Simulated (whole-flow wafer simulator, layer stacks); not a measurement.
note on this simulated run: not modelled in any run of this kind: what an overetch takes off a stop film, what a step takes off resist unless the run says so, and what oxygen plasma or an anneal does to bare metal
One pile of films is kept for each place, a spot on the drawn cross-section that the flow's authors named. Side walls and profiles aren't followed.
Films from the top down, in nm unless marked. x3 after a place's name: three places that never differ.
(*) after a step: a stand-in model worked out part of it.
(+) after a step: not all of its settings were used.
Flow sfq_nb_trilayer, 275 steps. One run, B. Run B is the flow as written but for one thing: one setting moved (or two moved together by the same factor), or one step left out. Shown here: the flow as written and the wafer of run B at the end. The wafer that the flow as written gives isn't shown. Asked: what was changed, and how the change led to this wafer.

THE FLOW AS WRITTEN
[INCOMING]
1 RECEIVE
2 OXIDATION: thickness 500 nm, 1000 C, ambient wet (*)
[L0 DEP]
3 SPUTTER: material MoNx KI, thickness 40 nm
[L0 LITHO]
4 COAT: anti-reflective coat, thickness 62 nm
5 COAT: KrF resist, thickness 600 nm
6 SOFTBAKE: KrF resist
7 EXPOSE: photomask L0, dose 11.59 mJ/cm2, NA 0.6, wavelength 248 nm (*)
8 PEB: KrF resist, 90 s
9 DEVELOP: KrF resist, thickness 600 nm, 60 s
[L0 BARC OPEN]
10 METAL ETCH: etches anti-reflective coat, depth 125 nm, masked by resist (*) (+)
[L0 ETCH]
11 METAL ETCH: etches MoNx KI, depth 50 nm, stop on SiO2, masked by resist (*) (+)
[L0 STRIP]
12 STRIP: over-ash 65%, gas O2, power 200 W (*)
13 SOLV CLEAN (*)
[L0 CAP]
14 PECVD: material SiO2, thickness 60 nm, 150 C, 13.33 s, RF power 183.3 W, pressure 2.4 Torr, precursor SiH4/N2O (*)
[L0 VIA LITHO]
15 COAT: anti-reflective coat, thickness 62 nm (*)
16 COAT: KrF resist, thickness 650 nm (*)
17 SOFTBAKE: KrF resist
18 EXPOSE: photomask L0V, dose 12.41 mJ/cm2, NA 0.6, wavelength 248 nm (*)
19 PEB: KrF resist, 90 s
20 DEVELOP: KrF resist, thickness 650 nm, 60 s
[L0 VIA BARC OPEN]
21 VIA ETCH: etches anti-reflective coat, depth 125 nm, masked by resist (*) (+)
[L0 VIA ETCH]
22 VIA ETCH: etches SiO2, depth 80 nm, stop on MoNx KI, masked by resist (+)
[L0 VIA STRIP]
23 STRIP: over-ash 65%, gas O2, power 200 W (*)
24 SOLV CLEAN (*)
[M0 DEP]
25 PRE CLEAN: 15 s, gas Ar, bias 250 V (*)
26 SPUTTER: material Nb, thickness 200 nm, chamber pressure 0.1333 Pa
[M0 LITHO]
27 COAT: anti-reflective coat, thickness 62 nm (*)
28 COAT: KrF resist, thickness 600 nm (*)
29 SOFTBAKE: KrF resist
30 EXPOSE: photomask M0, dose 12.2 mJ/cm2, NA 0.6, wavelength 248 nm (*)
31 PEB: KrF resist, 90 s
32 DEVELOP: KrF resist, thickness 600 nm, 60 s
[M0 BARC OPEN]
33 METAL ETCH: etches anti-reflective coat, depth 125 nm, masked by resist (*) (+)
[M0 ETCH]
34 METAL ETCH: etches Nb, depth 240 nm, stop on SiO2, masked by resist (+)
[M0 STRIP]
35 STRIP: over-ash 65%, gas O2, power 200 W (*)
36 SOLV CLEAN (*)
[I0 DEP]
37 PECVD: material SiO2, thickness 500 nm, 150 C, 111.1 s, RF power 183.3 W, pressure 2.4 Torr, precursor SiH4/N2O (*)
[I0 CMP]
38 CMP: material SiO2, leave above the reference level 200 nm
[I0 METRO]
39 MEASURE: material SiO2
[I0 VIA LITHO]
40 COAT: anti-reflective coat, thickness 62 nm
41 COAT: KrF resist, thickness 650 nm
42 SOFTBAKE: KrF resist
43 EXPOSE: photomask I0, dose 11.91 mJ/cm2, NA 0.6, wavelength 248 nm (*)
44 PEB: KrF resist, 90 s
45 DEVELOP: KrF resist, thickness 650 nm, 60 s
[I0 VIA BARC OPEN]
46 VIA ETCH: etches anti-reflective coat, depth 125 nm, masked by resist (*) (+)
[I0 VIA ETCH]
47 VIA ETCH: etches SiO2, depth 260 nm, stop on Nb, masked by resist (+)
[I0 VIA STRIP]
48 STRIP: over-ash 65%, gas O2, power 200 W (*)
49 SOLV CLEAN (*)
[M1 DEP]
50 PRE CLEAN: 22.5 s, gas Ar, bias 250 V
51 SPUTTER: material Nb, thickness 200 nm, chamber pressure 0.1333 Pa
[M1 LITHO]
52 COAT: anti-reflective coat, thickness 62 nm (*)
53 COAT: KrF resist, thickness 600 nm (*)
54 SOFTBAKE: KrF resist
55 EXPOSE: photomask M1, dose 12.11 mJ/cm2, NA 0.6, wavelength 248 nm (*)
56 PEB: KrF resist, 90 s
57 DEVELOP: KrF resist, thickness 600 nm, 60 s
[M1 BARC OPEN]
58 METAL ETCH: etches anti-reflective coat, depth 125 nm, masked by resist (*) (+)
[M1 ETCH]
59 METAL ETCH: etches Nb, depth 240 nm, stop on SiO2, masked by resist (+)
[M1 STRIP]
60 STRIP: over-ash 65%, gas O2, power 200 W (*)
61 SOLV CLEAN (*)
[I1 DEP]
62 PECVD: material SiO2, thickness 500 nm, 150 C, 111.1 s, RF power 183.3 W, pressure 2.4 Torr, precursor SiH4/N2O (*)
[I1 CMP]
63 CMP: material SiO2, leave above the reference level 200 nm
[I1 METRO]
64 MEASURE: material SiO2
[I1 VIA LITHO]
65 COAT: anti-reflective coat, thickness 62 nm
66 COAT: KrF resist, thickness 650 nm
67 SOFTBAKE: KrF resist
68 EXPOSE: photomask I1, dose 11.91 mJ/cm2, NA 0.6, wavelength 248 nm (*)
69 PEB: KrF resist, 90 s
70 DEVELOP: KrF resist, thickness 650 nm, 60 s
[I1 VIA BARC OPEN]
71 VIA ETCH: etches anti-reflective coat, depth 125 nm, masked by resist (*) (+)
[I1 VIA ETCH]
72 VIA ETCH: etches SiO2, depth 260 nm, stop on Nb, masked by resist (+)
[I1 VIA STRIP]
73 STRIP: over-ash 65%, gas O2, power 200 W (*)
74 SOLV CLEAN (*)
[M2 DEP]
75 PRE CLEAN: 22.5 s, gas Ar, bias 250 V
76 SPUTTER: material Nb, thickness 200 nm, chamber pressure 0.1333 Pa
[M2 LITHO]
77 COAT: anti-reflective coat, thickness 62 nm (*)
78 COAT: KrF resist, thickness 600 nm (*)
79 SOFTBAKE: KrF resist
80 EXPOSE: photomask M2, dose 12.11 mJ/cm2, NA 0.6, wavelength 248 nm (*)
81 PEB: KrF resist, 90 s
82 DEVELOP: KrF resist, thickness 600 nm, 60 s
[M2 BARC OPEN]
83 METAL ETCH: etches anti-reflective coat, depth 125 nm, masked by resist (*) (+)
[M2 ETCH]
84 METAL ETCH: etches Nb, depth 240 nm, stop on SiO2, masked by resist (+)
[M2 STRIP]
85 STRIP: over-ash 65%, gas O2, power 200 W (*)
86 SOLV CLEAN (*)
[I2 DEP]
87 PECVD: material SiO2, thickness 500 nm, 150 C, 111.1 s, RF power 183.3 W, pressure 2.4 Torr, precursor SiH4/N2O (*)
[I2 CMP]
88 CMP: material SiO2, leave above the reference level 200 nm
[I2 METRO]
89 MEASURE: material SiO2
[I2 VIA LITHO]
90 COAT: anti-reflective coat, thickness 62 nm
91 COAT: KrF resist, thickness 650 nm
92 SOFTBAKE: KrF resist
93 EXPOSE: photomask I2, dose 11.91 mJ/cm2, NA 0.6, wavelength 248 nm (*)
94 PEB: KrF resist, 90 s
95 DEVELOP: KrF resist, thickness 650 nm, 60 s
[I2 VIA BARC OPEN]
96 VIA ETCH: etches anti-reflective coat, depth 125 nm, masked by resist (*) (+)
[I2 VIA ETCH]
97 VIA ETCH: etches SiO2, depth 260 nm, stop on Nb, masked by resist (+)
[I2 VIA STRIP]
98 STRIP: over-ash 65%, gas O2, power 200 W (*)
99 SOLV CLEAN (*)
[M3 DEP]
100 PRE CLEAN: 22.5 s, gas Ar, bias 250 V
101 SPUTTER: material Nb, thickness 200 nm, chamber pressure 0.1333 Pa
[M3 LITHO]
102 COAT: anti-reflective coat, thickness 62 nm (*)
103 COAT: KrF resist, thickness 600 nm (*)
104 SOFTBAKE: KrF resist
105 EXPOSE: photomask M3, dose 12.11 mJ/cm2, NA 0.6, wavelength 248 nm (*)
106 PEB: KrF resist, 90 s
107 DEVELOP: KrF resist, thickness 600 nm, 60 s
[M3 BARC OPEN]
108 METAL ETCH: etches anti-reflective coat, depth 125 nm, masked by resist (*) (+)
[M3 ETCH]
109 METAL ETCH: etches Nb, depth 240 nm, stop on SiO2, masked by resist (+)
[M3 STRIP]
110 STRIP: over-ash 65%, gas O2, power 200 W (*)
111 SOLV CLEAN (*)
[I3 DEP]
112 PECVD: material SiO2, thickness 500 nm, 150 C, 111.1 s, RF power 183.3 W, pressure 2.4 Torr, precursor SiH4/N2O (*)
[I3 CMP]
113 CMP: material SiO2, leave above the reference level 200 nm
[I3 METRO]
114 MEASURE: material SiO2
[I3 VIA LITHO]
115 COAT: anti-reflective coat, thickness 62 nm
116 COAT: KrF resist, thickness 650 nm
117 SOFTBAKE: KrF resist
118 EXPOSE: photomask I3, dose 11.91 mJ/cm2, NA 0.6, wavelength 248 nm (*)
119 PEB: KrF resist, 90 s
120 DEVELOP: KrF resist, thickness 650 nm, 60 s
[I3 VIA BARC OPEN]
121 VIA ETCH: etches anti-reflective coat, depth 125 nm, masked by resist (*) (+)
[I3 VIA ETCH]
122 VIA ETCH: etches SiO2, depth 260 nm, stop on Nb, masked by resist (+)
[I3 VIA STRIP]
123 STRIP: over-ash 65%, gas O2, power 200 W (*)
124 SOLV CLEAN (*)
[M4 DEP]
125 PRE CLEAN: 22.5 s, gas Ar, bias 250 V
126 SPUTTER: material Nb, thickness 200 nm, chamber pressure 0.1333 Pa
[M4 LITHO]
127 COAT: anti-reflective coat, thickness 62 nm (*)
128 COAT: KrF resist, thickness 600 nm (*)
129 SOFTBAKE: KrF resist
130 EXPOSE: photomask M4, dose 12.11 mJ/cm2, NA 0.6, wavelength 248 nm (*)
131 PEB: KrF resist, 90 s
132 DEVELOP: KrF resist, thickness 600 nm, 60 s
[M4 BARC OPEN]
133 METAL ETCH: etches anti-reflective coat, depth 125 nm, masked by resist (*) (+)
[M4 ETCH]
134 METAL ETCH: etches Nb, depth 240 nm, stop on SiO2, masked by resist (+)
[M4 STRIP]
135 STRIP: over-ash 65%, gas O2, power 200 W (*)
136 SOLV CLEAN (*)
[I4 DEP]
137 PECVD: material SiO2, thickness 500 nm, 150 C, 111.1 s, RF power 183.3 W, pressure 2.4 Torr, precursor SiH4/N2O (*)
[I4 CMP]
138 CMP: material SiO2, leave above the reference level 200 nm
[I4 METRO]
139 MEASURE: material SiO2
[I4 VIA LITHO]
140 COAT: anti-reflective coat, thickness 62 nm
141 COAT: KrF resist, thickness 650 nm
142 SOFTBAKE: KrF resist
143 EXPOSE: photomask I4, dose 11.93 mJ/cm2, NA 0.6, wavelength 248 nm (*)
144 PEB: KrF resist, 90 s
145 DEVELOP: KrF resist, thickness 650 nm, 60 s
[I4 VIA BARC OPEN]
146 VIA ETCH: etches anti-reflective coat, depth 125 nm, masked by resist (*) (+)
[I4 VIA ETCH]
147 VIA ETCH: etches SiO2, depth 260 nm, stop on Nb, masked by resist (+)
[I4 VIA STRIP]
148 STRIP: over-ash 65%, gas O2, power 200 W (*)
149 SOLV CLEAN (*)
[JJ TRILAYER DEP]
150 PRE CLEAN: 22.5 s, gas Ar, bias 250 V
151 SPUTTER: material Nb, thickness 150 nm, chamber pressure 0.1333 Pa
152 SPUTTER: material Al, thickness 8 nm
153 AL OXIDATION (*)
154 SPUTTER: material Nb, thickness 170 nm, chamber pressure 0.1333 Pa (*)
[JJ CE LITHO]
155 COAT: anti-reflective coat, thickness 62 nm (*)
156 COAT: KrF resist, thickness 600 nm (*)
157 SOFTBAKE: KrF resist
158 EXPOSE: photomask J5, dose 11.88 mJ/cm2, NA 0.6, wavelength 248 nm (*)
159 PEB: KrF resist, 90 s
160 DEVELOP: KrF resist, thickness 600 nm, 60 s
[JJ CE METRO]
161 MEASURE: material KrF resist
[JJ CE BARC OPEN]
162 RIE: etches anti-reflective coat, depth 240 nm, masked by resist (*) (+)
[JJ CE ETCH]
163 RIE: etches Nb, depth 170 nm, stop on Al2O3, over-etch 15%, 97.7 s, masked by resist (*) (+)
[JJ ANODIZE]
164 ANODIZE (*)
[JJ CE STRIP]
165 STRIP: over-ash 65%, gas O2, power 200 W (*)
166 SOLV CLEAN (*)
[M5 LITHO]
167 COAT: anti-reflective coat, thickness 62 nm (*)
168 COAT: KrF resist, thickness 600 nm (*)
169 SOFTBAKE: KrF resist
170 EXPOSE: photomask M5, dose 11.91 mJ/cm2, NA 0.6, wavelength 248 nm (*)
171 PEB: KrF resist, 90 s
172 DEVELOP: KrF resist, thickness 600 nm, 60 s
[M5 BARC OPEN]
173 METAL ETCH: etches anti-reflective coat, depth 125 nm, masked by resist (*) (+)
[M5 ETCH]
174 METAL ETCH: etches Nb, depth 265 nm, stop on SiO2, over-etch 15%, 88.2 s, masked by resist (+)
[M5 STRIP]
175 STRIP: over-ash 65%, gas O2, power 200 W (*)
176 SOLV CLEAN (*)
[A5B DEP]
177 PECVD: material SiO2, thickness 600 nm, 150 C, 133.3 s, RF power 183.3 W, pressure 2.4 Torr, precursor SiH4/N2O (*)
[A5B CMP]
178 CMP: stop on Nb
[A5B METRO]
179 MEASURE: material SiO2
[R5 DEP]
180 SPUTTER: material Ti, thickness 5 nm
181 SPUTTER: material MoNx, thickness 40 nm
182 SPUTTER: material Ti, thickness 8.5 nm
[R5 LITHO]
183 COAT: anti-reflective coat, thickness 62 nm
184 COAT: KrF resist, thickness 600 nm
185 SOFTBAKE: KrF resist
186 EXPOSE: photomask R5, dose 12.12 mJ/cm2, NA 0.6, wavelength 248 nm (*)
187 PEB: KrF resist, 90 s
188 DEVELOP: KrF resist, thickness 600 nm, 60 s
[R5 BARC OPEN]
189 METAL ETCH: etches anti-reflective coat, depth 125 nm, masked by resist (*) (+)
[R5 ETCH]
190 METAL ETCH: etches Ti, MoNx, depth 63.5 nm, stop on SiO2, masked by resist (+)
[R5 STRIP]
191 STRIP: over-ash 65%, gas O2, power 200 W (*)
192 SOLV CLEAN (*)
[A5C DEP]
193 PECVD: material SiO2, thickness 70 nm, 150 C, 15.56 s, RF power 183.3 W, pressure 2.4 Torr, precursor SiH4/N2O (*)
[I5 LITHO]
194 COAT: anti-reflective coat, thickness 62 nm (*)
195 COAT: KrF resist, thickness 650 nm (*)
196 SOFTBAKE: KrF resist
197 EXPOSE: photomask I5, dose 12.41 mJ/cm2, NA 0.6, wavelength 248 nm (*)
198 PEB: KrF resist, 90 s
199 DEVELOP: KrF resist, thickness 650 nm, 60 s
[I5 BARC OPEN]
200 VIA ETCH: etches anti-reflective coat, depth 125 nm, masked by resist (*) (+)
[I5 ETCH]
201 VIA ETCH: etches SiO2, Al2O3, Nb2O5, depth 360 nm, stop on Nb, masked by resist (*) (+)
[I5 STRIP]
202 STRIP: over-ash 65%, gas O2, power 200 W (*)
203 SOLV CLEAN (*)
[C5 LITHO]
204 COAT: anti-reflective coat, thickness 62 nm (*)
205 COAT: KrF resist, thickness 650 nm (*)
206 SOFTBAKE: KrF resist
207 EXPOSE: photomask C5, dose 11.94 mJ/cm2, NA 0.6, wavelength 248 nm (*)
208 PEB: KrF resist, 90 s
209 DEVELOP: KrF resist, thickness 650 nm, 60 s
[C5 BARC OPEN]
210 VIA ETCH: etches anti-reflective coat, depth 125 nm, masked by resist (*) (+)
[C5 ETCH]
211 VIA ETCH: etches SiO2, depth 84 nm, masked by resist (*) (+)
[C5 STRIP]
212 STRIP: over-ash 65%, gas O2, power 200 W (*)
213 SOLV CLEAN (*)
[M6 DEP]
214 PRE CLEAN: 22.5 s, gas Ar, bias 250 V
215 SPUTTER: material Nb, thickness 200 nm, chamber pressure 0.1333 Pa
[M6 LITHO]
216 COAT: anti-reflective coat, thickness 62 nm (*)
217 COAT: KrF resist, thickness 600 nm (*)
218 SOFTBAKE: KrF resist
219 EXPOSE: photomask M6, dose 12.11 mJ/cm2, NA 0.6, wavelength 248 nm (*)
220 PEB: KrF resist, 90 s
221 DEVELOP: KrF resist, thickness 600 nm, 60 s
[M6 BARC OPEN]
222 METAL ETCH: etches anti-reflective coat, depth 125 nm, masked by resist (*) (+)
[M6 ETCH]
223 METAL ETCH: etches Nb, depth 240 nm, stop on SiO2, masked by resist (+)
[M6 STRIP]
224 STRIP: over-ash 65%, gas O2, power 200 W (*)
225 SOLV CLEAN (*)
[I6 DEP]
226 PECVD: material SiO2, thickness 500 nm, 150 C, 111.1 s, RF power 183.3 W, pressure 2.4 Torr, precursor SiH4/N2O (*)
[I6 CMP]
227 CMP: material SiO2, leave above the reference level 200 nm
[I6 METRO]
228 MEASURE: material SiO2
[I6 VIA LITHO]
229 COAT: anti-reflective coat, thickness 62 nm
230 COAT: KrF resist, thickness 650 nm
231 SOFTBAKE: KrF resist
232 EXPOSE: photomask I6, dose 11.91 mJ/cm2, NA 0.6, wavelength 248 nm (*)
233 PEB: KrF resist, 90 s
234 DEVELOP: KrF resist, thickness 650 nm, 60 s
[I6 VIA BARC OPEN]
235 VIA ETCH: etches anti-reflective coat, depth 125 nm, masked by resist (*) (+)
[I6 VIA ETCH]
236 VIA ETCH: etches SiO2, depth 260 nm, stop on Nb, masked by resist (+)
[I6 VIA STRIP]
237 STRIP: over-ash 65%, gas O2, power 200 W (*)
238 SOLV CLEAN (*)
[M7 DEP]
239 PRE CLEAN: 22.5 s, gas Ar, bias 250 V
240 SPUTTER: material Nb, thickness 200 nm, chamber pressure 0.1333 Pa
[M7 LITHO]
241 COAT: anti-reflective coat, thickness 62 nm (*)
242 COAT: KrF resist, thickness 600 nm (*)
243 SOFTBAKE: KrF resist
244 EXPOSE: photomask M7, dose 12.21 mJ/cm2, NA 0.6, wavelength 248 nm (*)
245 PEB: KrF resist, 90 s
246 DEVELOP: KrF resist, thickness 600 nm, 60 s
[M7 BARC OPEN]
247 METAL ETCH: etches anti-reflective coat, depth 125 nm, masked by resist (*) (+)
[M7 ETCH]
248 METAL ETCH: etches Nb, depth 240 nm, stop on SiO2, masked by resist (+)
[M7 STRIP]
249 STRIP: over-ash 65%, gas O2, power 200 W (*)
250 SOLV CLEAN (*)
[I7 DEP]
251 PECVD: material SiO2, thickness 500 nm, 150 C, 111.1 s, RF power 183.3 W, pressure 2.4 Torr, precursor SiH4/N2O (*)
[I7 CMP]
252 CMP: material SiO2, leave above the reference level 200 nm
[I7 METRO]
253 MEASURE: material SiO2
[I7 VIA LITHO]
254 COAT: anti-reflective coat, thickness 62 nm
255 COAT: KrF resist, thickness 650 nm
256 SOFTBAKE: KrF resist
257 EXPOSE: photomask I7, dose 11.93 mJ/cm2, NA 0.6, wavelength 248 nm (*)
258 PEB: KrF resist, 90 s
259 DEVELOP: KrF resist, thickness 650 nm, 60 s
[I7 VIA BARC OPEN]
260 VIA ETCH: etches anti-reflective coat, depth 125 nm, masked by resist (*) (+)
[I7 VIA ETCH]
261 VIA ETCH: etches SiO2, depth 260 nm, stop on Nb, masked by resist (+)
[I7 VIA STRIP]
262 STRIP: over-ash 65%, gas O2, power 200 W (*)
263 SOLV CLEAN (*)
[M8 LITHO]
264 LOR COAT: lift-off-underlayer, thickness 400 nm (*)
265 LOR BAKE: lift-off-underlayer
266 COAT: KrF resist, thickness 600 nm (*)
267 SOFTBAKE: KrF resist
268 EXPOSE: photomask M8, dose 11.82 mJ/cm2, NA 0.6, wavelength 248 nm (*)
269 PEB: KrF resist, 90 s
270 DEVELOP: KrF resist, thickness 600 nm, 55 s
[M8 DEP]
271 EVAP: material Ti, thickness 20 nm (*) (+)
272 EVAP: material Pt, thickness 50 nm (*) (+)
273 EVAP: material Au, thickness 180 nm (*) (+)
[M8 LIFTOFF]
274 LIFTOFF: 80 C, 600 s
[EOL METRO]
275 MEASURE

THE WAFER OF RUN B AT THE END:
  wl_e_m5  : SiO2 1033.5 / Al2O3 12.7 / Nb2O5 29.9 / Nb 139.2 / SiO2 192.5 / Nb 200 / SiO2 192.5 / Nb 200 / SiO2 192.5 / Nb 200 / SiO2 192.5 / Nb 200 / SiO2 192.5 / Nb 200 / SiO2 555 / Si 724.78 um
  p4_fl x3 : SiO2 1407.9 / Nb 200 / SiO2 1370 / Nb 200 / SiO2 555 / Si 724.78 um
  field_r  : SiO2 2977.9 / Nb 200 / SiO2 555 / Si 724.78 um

The cause: step 240, SPUTTER: thickness 232 nm was run, where the flow has thickness 200 nm.

How the change led to this, step by step:
  240 SPUTTER: material Nb, thickness 200 nm, chamber pressure 0.1333 Pa
      field_l, v_sur, via_wl and 102 more: Nb +232 (new film) (as written it would be: Nb +200 (new film))
      via_v: Nb +187 (as written it would be: Nb +161.1)
  248 METAL ETCH: etches Nb, depth 240 nm, stop on SiO2, masked by resist (+)
      field_l, field_r, lsp_l and 62 more: Nb -232 (all of it) (as written it would be: Nb -200 (all of it))
  251 PECVD: material SiO2, thickness 500 nm, 150 C, 111.1 s, RF power 183.3 W, pressure 2.4 Torr, precursor SiH4/N2O (*)
      m7r_space_l x2: SiO2 +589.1 (as written it would be: SiO2 +557.1)
  252 CMP: material SiO2, leave above the reference level 200 nm
      field_l, p4_fl x3, p4_w1 x9 and 46 more: SiO2 -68 (as written it would be: SiO2 -100)
      field_r, lsp_l: SiO2 -42.1 (as written it would be: SiO2 -77.7)
      (and at 2 more places)
